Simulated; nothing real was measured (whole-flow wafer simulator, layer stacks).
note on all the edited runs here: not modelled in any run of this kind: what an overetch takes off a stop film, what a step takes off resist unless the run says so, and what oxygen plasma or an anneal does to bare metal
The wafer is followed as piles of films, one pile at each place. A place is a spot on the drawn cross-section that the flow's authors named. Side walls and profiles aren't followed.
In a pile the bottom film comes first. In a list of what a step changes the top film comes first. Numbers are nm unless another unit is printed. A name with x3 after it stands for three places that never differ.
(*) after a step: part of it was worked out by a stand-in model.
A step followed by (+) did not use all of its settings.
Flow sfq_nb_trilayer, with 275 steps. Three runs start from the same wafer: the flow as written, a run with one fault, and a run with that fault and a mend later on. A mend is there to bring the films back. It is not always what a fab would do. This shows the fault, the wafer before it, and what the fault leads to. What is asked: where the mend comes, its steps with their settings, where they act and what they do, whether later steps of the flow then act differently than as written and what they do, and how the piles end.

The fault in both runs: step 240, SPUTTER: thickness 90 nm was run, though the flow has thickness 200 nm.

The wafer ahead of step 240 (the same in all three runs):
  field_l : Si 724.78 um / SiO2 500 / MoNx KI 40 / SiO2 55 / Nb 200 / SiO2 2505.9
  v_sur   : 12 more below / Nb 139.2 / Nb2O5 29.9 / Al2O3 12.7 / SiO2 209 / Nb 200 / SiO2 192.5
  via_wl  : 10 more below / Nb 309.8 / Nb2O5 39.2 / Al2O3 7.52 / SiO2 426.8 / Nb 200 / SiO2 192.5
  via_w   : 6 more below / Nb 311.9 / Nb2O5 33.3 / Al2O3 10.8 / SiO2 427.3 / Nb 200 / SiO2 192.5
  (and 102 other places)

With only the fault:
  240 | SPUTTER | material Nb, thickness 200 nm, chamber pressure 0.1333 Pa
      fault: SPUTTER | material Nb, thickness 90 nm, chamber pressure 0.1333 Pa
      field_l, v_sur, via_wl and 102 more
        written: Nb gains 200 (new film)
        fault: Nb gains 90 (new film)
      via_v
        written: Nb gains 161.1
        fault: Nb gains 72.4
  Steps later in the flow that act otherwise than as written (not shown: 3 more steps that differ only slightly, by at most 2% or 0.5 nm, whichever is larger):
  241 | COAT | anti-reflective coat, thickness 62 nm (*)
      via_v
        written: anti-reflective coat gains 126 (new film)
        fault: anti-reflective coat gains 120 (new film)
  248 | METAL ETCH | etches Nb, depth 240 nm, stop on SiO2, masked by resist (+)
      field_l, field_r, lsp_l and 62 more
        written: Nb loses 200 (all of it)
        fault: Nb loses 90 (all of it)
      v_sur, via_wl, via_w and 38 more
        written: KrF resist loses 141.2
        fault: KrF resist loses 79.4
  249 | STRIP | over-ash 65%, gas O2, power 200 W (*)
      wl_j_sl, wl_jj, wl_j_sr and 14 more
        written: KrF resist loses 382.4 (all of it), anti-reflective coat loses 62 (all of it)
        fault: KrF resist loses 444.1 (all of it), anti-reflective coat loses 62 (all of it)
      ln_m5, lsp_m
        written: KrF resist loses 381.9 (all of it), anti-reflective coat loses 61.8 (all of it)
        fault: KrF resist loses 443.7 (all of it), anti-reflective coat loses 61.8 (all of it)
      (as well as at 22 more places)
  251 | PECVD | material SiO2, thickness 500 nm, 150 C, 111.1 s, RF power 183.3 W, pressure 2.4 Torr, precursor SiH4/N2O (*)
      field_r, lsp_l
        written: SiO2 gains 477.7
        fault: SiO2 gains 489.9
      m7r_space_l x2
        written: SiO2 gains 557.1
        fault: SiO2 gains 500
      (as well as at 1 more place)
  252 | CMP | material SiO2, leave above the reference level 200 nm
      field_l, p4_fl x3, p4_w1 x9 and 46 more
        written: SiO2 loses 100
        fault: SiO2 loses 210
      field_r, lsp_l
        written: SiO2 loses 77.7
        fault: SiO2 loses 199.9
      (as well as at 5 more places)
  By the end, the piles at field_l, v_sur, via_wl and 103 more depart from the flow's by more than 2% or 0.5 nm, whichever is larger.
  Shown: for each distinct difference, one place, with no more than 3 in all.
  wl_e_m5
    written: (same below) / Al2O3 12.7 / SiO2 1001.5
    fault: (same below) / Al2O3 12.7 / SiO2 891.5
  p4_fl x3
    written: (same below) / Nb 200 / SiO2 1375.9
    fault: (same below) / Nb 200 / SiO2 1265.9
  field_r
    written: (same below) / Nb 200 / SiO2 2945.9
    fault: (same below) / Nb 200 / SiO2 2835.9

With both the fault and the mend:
  The mend follows step 246.
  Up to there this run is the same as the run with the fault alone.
  246a | STRIP | over-ash 65%, gas O2, power 200 W (*)
      p4_fl x3, p4_w1 x9, p4_g1 x2 and 46 more
        anti-reflective coat loses 62 (all of it)
      wl_j_sl, wl_jj, wl_j_sr and 14 more
        KrF resist loses 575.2 (all of it), anti-reflective coat loses 62 (all of it)
      field_r, lsp_l, l0_sur, l0v
        anti-reflective coat loses 61.8 (all of it)
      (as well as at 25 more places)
  246b | SPUTTER | material Nb, thickness 110 nm, chamber pressure 0.1333 Pa (the flow's step 240 again, with other settings)
      field_l, v_sur, via_wl and 102 more
        Nb gains 110
      via_v
        Nb gains 86.8
  246c | COAT | anti-reflective coat, thickness 62 nm (*) (the flow's step 241 again)
      p4_fl x3, p4_w1 x9, p4_g1 x2 and 63 more
        anti-reflective coat gains 62 (new film)
      moat, field_r, lsp_l and 6 more
        anti-reflective coat gains 61.8 (new film)
      be_r, r_sur, res, r_end
        anti-reflective coat gains 61.7 (new film)
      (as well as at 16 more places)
  246d | COAT | KrF resist, thickness 600 nm (*) (the flow's step 242 again)
      p4_fl x3, p4_w1 x9, p4_g1 x2 and 63 more
        KrF resist gains 600 (new film)
      field_r, lsp_l, ln_m5, lsp_m, l0v
        KrF resist gains 599.5 (new film)
      ln_m6, lsp_r, l0_sur
        KrF resist gains 599.6 (new film)
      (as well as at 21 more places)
  246e | SOFTBAKE | KrF resist (the flow's step 243 again)
      does not change any film at any place that is followed
  246f | EXPOSE | photomask M7, dose 12.21 mJ/cm2, NA 0.6, wavelength 248 nm (*) (the flow's step 244 again)
      does not change any film at any place that is followed
  246g | PEB | KrF resist, 90 s (the flow's step 245 again)
      field_l, v_sur, via_wl and 97 more
        KrF resist loses 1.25
      via_w, via_wr, via_sp, wire, be
        KrF resist loses 1.24
      via_v
        KrF resist loses 1.61
  246h | DEVELOP | KrF resist, thickness 600 nm, 60 s (the flow's step 246 again)
      p4_fl x3, p4_w1 x9, p4_g1 x2 and 46 more
        KrF resist loses 598.7 (all of it)
      v_sur, via_wl, via_w and 38 more
        KrF resist loses 23.5
      field_r, lsp_l
        KrF resist loses 598.2 (all of it)
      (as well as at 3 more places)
  Every later step of the flow that is run acts as written, at every place that is followed, to within 2% or 0.5 nm, whichever is larger.
  When the end is reached, the piles differ only a little from the flow's at the places that both follow, at most by 2% or 0.5 nm, whichever is larger.
